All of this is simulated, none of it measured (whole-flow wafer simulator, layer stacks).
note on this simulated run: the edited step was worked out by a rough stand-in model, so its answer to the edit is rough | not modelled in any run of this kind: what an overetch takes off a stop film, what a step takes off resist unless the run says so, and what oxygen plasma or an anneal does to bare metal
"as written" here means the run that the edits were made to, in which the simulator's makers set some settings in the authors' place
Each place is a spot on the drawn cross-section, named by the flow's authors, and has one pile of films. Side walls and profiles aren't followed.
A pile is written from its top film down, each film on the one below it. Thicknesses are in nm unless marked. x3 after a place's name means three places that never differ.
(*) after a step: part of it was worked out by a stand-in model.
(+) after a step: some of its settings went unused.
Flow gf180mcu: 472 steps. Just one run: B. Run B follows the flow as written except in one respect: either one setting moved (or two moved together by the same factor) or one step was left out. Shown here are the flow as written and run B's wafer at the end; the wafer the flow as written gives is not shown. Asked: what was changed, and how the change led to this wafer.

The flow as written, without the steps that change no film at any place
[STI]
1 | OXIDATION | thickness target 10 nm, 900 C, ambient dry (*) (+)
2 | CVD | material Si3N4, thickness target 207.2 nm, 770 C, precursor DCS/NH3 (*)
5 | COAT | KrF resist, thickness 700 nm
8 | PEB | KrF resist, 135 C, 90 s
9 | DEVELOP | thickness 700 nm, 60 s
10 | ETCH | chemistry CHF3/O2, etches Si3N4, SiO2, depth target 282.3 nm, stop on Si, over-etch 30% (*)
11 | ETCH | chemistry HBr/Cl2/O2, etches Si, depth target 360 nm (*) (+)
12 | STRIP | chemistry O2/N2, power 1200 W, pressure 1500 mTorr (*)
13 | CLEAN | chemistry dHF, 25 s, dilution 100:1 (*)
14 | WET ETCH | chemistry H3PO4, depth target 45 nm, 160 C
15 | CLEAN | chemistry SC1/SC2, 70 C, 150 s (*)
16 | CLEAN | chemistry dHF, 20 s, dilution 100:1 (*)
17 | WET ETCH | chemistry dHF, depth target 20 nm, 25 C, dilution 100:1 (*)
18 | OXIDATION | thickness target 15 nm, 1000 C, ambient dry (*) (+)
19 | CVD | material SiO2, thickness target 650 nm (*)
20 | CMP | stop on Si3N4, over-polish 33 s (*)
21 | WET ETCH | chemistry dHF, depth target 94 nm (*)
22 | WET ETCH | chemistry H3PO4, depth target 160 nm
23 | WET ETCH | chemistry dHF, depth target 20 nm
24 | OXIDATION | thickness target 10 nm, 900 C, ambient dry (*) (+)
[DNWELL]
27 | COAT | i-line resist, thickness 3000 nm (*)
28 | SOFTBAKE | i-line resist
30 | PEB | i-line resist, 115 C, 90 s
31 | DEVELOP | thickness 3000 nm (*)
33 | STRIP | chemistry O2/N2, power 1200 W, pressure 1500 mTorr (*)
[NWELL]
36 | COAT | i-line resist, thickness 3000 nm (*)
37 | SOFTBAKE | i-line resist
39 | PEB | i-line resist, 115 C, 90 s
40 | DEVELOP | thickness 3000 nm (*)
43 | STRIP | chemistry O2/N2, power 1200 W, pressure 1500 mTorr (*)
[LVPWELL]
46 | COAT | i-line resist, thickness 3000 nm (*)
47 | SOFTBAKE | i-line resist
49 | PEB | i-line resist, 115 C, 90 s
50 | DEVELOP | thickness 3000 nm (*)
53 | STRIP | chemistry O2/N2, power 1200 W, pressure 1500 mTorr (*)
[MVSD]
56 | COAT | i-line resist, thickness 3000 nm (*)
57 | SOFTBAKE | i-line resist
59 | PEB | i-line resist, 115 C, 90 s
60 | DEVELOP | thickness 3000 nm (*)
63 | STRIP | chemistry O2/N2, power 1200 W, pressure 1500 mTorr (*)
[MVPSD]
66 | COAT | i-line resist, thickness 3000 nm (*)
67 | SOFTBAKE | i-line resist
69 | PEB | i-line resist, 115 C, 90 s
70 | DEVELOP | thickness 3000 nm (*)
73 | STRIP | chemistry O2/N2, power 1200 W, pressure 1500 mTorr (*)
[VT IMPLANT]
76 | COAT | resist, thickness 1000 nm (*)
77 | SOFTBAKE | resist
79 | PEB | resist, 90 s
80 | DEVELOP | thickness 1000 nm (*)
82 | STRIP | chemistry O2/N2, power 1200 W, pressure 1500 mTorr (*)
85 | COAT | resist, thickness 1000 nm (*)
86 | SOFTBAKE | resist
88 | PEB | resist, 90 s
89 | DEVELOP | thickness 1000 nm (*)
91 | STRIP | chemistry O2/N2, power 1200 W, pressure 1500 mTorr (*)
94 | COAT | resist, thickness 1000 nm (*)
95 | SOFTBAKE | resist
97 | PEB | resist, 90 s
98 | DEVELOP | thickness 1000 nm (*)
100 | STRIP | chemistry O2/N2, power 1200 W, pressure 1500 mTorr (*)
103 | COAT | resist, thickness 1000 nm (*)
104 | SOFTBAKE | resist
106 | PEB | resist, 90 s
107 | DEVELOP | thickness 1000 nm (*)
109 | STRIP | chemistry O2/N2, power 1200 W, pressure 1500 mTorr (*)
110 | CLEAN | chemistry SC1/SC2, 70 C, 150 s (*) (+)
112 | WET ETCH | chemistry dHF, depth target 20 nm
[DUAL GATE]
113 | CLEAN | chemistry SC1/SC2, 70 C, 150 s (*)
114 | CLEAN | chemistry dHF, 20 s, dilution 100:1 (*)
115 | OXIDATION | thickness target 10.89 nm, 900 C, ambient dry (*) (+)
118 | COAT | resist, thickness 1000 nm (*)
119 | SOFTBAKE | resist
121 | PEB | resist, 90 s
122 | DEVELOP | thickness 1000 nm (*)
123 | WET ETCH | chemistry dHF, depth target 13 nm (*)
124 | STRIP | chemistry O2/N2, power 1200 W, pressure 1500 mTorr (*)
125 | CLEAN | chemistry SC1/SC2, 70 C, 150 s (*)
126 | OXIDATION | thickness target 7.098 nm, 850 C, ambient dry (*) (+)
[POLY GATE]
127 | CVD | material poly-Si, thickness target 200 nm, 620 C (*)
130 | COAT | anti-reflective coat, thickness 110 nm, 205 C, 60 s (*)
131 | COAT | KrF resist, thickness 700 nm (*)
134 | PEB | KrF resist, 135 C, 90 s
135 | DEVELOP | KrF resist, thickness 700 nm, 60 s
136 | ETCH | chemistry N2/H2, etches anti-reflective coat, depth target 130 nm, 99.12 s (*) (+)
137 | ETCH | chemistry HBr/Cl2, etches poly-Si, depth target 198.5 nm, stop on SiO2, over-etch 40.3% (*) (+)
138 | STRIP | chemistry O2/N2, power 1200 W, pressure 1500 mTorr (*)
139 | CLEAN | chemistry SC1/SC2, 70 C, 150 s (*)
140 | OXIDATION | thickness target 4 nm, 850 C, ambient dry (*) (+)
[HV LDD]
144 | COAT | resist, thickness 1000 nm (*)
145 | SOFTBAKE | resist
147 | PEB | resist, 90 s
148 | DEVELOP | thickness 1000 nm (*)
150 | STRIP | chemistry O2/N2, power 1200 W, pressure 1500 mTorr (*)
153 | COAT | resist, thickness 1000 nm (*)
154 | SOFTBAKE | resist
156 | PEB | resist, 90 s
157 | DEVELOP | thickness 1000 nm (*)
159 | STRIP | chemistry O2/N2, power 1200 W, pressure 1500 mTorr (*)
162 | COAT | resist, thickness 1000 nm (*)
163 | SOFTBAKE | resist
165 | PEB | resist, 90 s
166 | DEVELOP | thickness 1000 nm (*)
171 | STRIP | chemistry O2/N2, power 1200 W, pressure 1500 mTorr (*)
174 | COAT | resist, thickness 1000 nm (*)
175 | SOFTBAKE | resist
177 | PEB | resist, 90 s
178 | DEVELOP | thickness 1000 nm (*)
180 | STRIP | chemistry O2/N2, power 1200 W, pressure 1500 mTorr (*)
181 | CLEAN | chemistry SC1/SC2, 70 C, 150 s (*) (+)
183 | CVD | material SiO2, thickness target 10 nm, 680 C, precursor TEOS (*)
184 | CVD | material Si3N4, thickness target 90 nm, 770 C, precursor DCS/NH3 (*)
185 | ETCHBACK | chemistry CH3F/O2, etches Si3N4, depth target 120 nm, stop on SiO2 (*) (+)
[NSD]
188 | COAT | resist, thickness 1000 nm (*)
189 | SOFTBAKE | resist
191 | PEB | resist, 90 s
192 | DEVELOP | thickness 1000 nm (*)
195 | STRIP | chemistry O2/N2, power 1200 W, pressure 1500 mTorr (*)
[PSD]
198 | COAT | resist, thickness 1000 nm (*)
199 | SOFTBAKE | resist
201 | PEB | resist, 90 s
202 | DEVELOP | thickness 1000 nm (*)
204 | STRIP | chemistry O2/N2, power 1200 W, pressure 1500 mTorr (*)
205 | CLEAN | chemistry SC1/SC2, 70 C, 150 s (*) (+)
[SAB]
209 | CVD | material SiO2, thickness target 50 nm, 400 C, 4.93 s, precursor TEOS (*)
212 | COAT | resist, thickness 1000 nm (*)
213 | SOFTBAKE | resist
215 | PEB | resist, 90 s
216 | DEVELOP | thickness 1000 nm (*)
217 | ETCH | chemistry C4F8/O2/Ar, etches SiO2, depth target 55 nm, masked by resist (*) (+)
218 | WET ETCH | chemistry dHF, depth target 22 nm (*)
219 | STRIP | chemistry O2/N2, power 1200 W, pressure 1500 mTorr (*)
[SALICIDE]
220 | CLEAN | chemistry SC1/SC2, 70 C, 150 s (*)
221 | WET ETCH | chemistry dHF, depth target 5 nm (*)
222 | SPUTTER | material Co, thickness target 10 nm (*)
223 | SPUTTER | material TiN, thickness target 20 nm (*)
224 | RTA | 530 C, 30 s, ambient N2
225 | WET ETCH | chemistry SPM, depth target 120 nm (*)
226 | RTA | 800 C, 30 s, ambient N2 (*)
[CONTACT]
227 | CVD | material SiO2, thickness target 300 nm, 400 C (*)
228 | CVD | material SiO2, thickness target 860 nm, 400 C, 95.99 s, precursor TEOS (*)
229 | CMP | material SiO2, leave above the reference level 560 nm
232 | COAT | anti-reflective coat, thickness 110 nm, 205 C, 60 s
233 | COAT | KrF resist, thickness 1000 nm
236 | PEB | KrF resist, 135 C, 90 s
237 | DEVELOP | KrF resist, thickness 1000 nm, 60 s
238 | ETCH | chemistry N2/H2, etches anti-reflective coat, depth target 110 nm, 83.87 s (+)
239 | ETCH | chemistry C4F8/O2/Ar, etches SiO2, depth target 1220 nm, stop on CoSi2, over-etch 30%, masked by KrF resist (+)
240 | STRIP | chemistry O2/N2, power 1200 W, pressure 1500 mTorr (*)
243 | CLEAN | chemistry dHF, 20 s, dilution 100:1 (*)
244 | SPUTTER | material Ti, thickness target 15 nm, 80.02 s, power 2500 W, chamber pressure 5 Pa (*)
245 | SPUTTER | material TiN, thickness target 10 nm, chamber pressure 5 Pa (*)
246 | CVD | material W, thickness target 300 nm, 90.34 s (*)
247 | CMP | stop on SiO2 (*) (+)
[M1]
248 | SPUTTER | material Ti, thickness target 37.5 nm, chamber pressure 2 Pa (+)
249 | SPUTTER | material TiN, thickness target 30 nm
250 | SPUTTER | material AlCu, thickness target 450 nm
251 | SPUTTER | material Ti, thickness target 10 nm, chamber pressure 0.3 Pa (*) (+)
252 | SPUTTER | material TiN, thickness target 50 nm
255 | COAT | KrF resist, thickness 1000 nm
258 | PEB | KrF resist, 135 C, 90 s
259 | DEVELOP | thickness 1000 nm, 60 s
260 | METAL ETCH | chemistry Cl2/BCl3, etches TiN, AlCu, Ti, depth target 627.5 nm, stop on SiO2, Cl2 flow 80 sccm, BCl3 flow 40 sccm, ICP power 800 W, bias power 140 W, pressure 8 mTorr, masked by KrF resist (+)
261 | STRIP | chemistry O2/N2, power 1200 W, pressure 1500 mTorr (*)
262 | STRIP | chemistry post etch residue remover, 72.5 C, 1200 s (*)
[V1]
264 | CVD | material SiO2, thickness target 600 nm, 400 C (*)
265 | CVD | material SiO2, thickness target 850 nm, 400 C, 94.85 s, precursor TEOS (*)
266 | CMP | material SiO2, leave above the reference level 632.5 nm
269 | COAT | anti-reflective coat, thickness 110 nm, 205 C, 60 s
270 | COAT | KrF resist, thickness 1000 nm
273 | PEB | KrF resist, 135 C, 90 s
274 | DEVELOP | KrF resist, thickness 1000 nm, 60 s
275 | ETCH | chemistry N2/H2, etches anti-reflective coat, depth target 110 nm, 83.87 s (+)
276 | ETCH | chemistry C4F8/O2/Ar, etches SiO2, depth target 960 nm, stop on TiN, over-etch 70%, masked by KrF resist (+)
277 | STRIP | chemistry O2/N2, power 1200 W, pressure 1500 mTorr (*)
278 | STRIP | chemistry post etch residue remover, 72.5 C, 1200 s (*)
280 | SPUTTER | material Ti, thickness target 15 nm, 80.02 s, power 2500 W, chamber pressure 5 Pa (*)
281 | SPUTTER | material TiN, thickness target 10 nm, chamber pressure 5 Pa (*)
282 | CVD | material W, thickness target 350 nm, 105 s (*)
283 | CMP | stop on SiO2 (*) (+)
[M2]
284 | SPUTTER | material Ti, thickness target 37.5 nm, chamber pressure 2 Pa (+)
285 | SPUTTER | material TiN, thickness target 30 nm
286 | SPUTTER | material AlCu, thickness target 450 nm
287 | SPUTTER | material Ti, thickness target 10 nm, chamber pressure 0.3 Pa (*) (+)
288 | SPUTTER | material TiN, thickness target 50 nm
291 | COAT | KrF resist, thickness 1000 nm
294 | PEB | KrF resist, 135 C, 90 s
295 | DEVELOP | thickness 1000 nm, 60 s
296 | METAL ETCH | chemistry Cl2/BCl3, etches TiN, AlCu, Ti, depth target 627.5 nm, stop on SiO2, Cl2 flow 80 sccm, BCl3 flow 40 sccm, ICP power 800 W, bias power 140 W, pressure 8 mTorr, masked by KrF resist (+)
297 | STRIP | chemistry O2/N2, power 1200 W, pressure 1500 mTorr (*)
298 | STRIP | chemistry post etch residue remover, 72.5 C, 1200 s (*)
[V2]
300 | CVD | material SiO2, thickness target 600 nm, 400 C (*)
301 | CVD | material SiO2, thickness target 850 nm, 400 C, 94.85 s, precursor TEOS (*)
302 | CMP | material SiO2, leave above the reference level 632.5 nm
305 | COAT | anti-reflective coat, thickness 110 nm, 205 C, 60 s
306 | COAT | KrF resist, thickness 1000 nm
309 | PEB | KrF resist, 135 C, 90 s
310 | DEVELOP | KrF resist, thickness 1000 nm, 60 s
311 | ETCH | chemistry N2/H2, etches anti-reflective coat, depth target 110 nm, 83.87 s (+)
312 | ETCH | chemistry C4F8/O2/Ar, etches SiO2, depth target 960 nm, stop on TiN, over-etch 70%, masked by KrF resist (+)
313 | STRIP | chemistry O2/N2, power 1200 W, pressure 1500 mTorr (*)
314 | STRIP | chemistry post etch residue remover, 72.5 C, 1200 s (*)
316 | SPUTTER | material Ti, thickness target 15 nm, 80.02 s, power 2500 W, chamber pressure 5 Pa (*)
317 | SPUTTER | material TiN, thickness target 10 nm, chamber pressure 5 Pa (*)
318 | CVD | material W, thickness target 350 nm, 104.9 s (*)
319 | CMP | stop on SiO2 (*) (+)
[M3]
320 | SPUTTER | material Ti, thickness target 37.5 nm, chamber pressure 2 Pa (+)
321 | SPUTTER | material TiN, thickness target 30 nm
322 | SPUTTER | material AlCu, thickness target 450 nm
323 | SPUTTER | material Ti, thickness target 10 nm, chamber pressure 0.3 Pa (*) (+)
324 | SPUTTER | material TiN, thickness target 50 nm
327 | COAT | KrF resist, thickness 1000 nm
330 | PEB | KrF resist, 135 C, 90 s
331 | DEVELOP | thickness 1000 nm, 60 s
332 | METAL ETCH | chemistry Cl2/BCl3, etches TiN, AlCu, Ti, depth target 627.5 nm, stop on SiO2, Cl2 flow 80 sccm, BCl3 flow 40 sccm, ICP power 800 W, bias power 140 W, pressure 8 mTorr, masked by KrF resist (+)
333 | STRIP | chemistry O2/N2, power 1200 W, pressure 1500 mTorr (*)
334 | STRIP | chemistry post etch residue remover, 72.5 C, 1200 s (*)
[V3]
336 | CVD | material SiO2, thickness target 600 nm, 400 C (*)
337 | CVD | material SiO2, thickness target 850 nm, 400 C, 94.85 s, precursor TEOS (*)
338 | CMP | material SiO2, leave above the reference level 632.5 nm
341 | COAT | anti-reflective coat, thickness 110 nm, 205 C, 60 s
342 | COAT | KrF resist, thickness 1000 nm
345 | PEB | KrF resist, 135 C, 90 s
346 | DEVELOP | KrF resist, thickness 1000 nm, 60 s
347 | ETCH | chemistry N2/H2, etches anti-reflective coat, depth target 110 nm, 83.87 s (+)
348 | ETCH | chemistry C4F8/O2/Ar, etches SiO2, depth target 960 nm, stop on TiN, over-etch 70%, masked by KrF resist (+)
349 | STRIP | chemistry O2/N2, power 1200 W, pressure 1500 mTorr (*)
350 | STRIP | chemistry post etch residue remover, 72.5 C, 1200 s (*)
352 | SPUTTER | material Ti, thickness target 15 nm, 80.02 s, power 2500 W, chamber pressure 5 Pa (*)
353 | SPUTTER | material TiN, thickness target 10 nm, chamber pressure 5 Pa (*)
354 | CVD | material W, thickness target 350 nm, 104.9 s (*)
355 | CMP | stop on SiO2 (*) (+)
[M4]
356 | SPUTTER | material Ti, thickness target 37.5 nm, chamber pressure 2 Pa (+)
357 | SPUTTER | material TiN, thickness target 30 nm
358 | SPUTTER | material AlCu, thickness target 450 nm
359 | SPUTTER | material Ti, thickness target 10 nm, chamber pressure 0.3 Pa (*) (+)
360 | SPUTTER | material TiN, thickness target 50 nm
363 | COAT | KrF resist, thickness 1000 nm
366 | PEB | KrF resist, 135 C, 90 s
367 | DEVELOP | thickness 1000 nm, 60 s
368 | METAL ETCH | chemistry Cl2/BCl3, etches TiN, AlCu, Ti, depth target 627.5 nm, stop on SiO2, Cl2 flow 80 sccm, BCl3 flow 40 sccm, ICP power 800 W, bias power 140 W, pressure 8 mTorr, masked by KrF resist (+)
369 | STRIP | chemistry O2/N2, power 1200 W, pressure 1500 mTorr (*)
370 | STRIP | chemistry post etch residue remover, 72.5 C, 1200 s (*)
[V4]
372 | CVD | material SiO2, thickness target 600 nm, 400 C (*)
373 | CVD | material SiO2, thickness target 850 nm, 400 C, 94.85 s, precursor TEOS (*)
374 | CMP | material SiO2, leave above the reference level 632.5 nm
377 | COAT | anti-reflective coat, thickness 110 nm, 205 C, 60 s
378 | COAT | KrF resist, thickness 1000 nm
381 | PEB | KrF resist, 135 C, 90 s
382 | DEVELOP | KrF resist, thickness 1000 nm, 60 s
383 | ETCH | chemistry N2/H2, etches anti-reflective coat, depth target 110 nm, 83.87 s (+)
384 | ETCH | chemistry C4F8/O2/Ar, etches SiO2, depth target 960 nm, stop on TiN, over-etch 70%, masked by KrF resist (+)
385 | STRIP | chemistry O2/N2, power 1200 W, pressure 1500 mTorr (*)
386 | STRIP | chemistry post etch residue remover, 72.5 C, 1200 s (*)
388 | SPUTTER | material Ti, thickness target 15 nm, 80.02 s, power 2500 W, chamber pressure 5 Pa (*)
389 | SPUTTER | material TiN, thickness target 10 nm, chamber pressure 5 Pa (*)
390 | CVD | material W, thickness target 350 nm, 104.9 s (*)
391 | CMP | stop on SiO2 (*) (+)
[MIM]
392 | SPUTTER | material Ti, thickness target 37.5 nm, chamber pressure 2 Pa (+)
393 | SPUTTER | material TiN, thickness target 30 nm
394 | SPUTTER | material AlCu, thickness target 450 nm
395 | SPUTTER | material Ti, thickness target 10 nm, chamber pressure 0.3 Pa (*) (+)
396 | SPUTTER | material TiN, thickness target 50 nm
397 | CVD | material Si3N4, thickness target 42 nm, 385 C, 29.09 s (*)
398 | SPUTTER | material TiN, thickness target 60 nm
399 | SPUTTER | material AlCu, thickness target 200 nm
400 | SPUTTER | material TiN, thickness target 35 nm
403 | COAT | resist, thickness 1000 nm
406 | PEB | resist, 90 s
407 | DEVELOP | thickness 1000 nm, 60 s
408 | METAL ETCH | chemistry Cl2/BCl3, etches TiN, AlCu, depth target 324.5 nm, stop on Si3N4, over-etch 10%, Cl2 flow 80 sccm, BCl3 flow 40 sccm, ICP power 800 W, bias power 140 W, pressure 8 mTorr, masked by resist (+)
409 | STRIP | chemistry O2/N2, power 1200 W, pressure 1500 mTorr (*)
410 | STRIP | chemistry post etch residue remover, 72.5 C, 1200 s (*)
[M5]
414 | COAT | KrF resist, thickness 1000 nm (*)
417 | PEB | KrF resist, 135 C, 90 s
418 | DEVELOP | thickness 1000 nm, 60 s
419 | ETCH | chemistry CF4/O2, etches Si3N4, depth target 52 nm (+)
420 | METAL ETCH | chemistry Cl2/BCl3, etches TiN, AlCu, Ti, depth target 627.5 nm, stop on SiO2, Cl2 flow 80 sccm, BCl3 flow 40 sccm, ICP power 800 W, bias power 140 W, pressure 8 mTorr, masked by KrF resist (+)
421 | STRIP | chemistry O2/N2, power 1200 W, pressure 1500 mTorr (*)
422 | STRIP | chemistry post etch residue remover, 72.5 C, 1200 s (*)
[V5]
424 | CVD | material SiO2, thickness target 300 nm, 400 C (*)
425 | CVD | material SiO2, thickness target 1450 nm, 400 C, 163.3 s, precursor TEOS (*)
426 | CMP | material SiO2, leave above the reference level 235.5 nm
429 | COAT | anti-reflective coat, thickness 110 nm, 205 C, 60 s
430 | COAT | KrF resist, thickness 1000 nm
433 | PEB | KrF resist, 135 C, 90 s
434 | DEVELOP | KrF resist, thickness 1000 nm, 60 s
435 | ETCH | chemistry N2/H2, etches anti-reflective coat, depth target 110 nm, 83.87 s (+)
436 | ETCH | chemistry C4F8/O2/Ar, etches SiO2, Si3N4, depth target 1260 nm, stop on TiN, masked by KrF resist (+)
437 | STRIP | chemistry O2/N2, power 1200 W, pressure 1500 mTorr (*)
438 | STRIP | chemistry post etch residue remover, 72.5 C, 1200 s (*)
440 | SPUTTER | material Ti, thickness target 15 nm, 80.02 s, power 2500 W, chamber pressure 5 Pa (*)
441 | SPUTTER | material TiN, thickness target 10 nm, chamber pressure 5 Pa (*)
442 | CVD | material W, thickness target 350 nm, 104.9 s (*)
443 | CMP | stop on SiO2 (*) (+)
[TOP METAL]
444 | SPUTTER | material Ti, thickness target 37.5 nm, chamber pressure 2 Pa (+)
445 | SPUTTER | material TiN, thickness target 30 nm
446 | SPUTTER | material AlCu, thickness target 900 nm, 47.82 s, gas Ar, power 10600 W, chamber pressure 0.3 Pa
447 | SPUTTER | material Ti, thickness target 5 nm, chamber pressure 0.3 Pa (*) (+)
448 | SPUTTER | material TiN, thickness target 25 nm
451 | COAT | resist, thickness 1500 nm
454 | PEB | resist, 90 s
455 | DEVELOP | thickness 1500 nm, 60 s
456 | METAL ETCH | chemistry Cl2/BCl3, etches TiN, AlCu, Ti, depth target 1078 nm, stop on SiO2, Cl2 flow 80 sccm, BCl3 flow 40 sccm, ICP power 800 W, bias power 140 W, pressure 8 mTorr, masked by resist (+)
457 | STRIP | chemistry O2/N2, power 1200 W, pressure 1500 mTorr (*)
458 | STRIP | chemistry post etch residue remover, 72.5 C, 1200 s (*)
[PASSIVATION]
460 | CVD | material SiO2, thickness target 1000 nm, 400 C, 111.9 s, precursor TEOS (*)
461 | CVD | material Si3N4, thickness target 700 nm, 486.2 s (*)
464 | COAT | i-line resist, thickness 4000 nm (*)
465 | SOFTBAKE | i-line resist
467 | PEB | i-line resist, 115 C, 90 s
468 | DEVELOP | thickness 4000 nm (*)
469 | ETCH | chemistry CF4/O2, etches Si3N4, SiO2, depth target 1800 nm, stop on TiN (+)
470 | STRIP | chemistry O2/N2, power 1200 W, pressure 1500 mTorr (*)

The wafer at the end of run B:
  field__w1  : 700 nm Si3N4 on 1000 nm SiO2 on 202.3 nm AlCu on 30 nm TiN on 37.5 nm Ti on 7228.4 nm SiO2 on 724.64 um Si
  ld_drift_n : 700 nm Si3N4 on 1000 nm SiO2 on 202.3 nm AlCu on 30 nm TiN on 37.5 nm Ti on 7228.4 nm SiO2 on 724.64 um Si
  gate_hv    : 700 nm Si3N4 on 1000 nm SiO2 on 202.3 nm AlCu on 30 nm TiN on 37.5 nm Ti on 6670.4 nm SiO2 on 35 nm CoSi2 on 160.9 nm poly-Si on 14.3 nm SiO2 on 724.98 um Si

Cause: step 442, CVD: thickness target 234 nm was run, whereas the flow has thickness target 350 nm; step 456, METAL ETCH: depth target 722 nm was run, where the flow has depth target 1078 nm.

The path from the change to this, step by step:
  442 | CVD | material W, thickness target 350 nm, 104.9 s (*)
      field, field__w1, field__w2 and 108 more: +234 W (new film) (it would be, as written: +350 W (new film))
      contact: +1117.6 W (new film) (it would be, as written: +1233.6 W (new film))
  443 | CMP | stop on SiO2 (*) (+)
      field, field__w1, field__w2 and 108 more: -234 W (all of it), -10 TiN (all of it), -15 Ti (all of it), -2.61 SiO2 (it would be, as written: -350 W (all of it), -10 TiN (all of it), -15 Ti (all of it), -3.78 SiO2)
      contact: -261.6 W (it would be, as written: -378.8 W)
  456 | METAL ETCH | chemistry Cl2/BCl3, etches TiN, AlCu, Ti, depth target 1078 nm, stop on SiO2, Cl2 flow 80 sccm, BCl3 flow 40 sccm, ICP power 800 W, bias power 140 W, pressure 8 mTorr, masked by resist (+)
      field, field__w1, field__w2 and 103 more: -25 TiN (all of it), -5 Ti (all of it), -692 AlCu (it would be, as written: -25 TiN (all of it), -5 Ti (all of it), -900 AlCu (all of it), -30 TiN (all of it), -37.5 Ti (all of it))
      field__w8, contact, m1, m1__w1, pad, m1_nw: -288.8 resist (it would be, as written: -431 resist)
  457 | STRIP | chemistry O2/N2, power 1200 W, pressure 1500 mTorr (*)
      field__w8, contact, m1, m1__w1, pad, m1_nw: -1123 resist (all of it) (it would be, as written: -980.8 resist (all of it))
  458 | STRIP | chemistry post etch residue remover, 72.5 C, 1200 s (*)
      field, field__w1, field__w2 and 103 more: -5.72 AlCu (it would be, as written: nothing)
  460 | CVD | material SiO2, thickness target 1000 nm, 400 C, 111.9 s, precursor TEOS (*)
      field, field__w1, field__w2 and 103 more: +1000 SiO2 (new film) (it would be, as written: +1000 SiO2)
  464 | COAT | i-line resist, thickness 4000 nm (*)
      field__w8: +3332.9 i-line resist (new film) (it would be, as written: +3093.1 i-line resist (new film))
      contact: +3369.1 i-line resist (new film) (it would be, as written: +3153.6 i-line resist (new film))
      (also at 4 further places)
  465 | SOFTBAKE | i-line resist
      field: -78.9 i-line resist (it would be, as written: -120.6 i-line resist)
      field__w1: -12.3 i-line resist (it would be, as written: -16.8 i-line resist)
      (also at 67 further places)
  467 | PEB | i-line resist, 115 C, 90 s
      field__w8, m1__w1: -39 i-line resist (it would be, as written: -34.7 i-line resist)
      contact: -39.2 i-line resist (it would be, as written: -35.1 i-line resist)
      (also at 3 further places)
  468 | DEVELOP | thickness 4000 nm (*)
      pad: -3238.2 i-line resist (all of it) (it would be, as written: -2974.8 i-line resist (all of it))
  470 | STRIP | chemistry O2/N2, power 1200 W, pressure 1500 mTorr (*)
      field__w8: -2047.7 i-line resist (all of it) (it would be, as written: -1787.7 i-line resist (all of it))
      contact: -2062.2 i-line resist (all of it) (it would be, as written: -1811.2 i-line resist (all of it))
      (also at 3 further places)
With metal films that touch counted as one body, field__w1 has 1 body; the flow as written gives 0 bodies.
With metal films that touch counted as one body, ld_drift_n has 1 body; the flow as written gives 0 bodies.
With metal films that touch counted as one body, gate_hv has 2 bodies (between them, from the top down: SiO2 6670.4); the flow as written gives 1 body.
